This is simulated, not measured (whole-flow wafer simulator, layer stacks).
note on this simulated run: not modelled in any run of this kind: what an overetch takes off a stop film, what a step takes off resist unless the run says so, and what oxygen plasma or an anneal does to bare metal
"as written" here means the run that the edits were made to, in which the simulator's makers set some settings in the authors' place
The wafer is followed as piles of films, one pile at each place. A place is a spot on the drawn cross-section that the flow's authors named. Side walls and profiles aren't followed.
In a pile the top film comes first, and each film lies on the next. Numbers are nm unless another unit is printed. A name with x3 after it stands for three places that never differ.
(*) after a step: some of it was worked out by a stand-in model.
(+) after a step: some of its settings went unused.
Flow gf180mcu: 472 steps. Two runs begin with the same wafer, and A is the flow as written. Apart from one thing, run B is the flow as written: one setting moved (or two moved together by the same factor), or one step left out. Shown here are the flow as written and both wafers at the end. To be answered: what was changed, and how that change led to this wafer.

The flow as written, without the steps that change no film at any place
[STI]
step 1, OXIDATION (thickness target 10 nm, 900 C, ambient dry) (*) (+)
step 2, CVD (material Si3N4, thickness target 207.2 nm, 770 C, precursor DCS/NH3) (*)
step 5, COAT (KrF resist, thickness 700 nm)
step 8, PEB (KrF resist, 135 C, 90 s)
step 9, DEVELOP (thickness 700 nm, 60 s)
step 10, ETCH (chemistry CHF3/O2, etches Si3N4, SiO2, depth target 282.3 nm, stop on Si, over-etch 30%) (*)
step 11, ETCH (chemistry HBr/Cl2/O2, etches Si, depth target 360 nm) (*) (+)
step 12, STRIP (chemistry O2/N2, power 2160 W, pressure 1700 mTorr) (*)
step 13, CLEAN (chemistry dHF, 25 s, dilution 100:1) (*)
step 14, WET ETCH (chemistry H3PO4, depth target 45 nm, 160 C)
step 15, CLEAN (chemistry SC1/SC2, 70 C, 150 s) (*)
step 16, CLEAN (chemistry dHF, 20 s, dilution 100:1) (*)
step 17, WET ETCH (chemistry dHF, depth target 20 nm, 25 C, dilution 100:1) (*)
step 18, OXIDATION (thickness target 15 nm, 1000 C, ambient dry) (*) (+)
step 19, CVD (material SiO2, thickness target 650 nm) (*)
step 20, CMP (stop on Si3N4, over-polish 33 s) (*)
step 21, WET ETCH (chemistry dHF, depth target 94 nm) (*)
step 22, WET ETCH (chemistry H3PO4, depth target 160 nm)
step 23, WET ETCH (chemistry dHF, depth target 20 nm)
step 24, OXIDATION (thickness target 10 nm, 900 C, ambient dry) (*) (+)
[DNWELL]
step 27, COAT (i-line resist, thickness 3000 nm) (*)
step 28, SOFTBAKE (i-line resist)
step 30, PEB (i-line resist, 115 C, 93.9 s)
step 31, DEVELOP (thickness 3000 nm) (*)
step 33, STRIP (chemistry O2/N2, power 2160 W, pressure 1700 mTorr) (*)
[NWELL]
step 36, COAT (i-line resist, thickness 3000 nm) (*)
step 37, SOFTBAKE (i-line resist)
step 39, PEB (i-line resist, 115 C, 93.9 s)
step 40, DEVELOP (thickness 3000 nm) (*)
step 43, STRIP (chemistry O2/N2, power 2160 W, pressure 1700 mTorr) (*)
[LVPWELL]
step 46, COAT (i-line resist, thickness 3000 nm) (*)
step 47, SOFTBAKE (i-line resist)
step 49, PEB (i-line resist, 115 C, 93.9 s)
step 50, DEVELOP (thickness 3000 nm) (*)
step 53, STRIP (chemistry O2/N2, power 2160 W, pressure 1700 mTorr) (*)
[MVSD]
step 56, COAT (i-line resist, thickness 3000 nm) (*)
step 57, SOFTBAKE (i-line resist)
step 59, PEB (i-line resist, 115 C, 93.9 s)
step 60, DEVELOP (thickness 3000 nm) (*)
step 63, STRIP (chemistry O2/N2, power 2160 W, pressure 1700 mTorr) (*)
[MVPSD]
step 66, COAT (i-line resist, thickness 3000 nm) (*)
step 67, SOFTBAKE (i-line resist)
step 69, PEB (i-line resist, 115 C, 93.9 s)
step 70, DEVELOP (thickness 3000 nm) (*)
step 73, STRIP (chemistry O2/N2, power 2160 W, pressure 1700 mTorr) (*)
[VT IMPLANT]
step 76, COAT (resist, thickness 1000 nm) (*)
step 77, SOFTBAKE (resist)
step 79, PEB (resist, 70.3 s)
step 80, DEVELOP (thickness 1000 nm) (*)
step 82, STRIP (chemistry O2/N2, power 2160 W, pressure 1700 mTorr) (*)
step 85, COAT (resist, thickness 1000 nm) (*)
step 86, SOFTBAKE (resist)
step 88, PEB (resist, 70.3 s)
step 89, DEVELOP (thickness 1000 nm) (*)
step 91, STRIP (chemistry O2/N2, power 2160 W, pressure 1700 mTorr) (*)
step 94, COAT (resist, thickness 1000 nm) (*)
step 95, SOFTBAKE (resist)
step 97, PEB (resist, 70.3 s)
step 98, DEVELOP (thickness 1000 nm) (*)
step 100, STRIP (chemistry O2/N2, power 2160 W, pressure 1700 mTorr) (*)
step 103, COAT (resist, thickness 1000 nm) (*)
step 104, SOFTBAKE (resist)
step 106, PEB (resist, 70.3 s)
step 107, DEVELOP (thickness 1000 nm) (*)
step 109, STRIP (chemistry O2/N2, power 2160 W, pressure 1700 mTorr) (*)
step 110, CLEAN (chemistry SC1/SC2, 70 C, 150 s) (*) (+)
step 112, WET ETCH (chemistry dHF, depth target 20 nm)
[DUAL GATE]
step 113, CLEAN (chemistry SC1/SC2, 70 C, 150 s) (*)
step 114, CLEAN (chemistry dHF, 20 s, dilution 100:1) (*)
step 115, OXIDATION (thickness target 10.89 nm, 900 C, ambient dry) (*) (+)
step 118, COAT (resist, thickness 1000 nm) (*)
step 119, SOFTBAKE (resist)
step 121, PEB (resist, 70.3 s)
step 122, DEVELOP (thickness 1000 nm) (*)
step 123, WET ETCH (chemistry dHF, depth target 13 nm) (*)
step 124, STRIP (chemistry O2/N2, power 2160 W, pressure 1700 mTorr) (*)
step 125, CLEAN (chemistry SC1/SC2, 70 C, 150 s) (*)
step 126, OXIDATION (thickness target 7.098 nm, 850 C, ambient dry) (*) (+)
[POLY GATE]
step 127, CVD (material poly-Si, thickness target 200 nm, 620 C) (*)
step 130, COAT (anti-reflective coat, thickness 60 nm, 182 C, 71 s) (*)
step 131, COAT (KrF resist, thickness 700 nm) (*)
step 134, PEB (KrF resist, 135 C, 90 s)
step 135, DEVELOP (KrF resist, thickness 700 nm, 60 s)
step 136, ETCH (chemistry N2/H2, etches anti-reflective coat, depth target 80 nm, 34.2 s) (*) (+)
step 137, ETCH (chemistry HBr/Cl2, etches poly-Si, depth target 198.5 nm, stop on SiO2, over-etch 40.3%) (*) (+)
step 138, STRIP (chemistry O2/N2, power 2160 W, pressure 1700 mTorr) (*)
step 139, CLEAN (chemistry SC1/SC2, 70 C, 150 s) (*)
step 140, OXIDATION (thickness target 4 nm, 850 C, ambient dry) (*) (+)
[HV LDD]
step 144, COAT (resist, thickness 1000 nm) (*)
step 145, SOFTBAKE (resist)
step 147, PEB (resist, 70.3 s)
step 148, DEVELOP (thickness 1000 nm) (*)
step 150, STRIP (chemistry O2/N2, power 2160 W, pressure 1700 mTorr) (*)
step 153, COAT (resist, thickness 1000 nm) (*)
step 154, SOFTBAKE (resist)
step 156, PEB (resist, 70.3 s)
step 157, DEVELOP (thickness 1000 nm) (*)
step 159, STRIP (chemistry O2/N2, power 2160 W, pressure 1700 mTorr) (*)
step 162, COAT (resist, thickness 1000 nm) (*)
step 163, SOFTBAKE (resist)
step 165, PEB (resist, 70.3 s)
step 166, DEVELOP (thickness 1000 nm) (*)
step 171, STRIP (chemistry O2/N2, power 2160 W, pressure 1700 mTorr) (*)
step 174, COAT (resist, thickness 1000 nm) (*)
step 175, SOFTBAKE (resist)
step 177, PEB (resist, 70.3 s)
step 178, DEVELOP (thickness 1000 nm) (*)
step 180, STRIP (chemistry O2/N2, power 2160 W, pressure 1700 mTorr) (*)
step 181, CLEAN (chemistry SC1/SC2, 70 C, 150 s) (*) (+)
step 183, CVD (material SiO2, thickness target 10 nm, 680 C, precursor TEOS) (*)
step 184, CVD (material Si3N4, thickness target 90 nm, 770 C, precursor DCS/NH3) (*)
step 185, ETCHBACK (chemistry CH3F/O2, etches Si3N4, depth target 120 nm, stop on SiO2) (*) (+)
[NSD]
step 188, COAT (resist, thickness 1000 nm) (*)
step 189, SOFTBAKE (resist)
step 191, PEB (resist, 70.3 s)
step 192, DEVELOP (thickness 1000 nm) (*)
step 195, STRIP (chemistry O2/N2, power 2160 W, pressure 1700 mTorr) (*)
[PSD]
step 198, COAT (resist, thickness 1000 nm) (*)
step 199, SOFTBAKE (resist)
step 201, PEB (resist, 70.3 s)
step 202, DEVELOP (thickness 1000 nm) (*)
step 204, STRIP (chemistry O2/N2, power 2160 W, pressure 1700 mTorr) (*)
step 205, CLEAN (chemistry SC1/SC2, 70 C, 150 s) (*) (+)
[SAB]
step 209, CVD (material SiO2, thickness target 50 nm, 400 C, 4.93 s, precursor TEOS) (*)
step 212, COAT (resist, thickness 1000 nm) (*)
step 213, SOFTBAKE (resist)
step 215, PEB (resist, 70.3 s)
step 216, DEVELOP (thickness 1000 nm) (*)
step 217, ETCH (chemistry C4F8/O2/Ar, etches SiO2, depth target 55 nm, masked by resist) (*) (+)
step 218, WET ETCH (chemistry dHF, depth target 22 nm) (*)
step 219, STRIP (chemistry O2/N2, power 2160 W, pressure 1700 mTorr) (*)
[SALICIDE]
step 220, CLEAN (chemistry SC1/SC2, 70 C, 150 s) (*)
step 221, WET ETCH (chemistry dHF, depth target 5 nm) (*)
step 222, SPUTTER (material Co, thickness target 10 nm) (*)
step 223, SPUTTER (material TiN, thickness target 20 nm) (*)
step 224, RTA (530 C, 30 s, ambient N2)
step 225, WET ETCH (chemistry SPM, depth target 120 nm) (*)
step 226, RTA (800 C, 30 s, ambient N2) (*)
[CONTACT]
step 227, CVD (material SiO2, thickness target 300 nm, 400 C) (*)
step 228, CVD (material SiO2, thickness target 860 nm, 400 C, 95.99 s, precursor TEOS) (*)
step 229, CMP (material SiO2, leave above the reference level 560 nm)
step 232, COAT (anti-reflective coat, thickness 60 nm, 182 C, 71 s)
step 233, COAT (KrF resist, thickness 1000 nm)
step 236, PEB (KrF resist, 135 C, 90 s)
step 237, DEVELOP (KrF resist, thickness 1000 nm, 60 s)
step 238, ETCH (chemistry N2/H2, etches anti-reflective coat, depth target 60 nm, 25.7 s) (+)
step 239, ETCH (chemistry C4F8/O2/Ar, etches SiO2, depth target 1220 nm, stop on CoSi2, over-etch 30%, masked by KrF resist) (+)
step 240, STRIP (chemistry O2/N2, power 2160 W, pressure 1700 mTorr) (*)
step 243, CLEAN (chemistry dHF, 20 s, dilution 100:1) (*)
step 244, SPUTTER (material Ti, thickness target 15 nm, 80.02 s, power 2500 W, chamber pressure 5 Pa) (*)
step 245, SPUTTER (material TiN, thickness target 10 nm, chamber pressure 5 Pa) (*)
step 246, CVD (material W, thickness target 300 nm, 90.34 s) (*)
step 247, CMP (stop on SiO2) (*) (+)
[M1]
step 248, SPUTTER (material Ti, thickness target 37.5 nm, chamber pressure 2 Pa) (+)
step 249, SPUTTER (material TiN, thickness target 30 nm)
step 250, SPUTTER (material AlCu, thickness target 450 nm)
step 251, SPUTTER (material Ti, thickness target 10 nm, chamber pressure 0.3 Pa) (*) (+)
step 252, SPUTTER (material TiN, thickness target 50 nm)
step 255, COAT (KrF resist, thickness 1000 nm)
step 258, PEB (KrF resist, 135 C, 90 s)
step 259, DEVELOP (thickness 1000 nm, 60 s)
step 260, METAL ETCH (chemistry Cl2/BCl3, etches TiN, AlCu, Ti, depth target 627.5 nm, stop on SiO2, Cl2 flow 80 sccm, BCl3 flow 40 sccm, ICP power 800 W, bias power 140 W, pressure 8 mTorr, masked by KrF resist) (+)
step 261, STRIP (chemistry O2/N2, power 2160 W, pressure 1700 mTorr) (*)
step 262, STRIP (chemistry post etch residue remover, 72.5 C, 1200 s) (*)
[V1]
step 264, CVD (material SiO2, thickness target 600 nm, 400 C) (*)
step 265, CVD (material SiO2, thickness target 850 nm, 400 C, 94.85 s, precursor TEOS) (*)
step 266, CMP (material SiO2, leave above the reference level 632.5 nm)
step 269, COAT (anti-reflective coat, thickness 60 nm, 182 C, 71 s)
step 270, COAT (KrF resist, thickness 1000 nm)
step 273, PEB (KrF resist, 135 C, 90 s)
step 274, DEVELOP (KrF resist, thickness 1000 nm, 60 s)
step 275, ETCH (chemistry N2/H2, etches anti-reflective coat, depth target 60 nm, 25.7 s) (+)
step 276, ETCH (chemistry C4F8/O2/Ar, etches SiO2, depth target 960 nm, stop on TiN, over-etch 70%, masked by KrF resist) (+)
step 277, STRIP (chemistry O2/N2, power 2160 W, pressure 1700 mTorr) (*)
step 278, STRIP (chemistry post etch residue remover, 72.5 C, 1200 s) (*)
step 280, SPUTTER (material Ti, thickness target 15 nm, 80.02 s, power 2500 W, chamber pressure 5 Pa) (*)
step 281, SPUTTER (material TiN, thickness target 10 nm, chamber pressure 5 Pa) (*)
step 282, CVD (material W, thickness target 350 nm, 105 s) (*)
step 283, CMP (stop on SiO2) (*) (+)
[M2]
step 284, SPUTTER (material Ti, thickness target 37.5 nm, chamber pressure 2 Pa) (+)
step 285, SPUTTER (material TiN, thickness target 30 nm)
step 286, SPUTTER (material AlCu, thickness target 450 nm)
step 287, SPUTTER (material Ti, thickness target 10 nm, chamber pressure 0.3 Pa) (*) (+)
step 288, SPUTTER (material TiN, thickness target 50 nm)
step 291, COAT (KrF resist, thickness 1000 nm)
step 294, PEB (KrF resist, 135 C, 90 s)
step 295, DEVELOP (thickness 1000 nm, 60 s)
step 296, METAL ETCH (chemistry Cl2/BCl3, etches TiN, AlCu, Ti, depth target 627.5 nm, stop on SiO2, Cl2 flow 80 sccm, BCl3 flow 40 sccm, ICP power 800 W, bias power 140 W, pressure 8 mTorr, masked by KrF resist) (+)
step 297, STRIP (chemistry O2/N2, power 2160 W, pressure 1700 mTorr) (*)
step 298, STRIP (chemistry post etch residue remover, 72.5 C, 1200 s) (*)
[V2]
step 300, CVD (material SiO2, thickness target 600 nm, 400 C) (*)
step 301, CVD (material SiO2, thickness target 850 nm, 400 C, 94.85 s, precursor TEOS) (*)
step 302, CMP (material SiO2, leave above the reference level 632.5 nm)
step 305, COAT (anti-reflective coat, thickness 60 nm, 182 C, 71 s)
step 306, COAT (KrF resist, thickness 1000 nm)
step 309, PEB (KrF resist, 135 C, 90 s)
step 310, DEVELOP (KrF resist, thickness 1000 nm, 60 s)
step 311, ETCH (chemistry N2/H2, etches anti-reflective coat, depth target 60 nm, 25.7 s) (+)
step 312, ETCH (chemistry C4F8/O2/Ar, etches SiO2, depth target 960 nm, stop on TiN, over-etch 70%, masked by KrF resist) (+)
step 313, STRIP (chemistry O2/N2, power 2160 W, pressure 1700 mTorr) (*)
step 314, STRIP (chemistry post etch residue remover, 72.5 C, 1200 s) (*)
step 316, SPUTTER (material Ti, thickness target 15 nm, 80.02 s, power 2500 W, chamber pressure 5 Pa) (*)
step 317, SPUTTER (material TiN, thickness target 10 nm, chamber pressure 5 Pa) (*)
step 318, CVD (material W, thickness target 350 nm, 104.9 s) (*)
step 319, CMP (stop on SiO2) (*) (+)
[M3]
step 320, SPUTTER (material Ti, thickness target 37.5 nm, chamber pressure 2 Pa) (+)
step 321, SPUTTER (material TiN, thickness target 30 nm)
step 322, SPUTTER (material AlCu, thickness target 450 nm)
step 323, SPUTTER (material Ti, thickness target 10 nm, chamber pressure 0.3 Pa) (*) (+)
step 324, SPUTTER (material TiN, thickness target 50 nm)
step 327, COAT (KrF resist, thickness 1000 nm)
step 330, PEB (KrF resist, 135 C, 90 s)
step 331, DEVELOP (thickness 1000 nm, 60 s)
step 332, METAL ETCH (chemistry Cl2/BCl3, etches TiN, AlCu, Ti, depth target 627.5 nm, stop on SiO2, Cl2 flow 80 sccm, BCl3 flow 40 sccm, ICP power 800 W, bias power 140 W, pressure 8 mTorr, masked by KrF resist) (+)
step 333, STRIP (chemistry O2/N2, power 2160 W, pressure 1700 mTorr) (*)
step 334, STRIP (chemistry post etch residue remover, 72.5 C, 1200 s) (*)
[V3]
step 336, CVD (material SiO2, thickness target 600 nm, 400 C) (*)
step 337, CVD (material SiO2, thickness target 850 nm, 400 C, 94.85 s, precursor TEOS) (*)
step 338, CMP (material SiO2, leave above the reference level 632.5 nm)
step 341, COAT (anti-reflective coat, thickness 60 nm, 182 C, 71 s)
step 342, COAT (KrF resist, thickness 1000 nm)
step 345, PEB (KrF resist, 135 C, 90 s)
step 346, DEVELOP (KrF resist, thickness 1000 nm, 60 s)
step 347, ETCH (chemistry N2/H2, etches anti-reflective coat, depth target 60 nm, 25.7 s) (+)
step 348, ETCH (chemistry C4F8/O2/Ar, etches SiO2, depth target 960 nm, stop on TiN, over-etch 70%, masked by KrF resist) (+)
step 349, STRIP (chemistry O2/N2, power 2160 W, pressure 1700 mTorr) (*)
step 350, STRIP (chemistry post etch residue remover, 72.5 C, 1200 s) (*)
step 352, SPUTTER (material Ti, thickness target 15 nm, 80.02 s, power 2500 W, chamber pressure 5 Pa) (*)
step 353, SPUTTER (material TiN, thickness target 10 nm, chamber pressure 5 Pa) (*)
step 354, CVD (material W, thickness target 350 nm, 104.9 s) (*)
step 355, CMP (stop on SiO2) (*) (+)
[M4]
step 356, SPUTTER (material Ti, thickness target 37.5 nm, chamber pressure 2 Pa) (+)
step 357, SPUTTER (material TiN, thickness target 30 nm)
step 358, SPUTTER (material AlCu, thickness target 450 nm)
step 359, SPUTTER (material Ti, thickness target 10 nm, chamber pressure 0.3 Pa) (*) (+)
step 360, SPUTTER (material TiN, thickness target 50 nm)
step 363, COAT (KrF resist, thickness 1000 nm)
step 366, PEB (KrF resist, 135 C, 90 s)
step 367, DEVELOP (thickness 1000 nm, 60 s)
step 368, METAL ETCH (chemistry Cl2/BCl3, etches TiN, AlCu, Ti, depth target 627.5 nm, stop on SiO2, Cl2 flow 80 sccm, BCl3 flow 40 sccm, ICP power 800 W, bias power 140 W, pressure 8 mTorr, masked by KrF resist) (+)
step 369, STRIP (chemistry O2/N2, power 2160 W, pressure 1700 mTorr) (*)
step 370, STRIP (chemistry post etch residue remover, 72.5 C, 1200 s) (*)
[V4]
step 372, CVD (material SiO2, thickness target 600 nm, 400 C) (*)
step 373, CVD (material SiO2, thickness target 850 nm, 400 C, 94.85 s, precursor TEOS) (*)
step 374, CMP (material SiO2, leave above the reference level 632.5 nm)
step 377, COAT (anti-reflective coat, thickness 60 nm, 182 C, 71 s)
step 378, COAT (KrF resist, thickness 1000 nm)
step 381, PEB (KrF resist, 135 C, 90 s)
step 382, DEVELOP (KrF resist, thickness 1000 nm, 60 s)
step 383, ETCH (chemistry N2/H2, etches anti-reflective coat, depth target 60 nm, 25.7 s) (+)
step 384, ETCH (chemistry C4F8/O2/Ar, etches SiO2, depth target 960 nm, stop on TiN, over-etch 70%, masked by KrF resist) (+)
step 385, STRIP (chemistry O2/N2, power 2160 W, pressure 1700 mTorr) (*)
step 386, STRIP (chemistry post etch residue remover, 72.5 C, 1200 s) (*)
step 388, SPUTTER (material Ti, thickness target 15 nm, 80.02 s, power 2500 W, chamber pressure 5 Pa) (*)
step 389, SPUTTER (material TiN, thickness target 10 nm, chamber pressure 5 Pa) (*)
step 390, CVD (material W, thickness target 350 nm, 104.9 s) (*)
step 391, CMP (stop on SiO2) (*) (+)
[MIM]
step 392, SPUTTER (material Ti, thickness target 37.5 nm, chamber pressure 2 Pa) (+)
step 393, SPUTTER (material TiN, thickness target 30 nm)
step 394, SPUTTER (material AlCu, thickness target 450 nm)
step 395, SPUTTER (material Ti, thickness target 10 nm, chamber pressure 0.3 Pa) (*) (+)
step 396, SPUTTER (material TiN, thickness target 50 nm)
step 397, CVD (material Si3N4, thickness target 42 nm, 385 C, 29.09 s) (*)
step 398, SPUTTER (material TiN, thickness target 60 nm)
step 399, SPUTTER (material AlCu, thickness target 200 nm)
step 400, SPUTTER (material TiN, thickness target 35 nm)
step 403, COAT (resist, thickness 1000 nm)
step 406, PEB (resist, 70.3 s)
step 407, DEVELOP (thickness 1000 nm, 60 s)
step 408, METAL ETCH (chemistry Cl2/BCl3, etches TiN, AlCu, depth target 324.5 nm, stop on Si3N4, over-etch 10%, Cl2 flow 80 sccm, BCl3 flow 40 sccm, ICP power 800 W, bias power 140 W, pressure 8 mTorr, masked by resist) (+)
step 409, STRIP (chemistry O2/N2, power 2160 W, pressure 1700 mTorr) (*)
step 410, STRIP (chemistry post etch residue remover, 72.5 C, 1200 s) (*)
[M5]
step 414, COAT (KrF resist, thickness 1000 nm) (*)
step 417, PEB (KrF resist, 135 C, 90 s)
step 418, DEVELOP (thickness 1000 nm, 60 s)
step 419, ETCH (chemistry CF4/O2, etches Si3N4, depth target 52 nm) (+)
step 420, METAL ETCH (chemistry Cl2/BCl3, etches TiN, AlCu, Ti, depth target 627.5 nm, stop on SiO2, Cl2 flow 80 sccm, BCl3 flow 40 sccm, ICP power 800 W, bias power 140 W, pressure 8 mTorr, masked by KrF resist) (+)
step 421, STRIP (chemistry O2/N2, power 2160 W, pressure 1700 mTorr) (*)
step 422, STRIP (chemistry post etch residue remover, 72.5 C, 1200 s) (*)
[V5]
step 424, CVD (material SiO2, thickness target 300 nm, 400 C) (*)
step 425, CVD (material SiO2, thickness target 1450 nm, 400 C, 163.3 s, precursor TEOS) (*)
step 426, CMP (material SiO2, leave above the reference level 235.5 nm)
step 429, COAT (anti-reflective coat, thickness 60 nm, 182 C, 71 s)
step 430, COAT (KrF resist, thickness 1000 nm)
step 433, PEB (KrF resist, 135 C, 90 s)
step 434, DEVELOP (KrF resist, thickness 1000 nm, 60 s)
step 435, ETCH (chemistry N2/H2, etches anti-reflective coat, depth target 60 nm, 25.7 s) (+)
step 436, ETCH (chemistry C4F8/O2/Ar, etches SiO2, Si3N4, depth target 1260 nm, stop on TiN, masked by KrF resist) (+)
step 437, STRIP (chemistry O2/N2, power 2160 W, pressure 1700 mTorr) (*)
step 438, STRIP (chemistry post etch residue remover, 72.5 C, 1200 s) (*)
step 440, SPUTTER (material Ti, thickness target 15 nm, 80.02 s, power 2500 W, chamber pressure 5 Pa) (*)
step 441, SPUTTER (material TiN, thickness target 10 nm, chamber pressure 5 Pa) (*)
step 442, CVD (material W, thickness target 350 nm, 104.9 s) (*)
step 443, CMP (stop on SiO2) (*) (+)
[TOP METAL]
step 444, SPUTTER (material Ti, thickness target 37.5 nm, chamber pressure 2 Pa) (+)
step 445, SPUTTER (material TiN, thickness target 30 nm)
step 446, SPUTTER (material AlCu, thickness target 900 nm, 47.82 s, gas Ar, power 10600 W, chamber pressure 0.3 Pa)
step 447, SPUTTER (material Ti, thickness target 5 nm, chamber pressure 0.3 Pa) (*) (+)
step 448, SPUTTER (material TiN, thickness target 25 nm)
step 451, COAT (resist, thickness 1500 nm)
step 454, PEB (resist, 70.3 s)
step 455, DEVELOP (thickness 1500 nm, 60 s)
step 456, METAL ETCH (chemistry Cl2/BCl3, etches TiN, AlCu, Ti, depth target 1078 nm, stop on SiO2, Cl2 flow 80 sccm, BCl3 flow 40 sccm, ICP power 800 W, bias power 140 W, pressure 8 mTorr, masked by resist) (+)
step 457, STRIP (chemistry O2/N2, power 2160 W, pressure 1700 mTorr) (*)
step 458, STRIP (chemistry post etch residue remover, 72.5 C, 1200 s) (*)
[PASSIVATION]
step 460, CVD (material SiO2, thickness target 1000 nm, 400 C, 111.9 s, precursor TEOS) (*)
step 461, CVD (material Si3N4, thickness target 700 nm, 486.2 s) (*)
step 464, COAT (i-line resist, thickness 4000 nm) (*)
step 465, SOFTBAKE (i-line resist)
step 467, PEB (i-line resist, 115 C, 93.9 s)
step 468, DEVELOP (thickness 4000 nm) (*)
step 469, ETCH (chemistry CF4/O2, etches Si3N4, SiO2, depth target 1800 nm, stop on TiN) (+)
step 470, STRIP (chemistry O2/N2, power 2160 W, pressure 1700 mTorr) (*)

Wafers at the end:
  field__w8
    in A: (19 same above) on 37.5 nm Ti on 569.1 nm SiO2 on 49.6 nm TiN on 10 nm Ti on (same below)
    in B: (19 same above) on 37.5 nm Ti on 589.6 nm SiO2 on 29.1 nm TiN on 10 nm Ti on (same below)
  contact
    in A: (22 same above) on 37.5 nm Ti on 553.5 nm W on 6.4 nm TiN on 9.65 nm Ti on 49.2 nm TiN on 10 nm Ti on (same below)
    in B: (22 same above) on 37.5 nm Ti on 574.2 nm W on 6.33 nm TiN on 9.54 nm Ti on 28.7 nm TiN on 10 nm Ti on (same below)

What caused this: step 324, SPUTTER: thickness target 29.5 nm was run, whereas the flow has thickness target 50 nm.

The path from the change to this, step by step:
  step 324, SPUTTER (material TiN, thickness target 50 nm)
      field, field__w1, field__w2 and 108 more: A TiN gains 50 (new film) | B TiN gains 29.5 (new film)
  step 332, METAL ETCH (chemistry Cl2/BCl3, etches TiN, AlCu, Ti, depth target 627.5 nm, stop on SiO2, Cl2 flow 80 sccm, BCl3 flow 40 sccm, ICP power 800 W, bias power 140 W, pressure 8 mTorr, masked by KrF resist) (+)
      field, field__w1, field__w2 and 103 more: A TiN loses 50 (all of it), Ti loses 10 (all of it), AlCu loses 450 (all of it), TiN loses 30 (all of it), Ti loses 37.5 (all of it) | B TiN loses 29.5 (all of it), Ti loses 10 (all of it), AlCu loses 450 (all of it), TiN loses 30 (all of it), Ti loses 37.5 (all of it)
  step 338, CMP (material SiO2, leave above the reference level 632.5 nm)
      field__w8, contact, m1, m1__w1, m1_nw: A SiO2 loses 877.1 | B SiO2 loses 856.6
  step 348, ETCH (chemistry C4F8/O2/Ar, etches SiO2, depth target 960 nm, stop on TiN, over-etch 70%, masked by KrF resist) (+)
      contact: A SiO2 loses 572.5 (all of it) | B SiO2 loses 593 (all of it)
  step 354, CVD (material W, thickness target 350 nm, 104.9 s) (*)
      contact: A W gains 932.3 (new film) | B W gains 953 (new film)
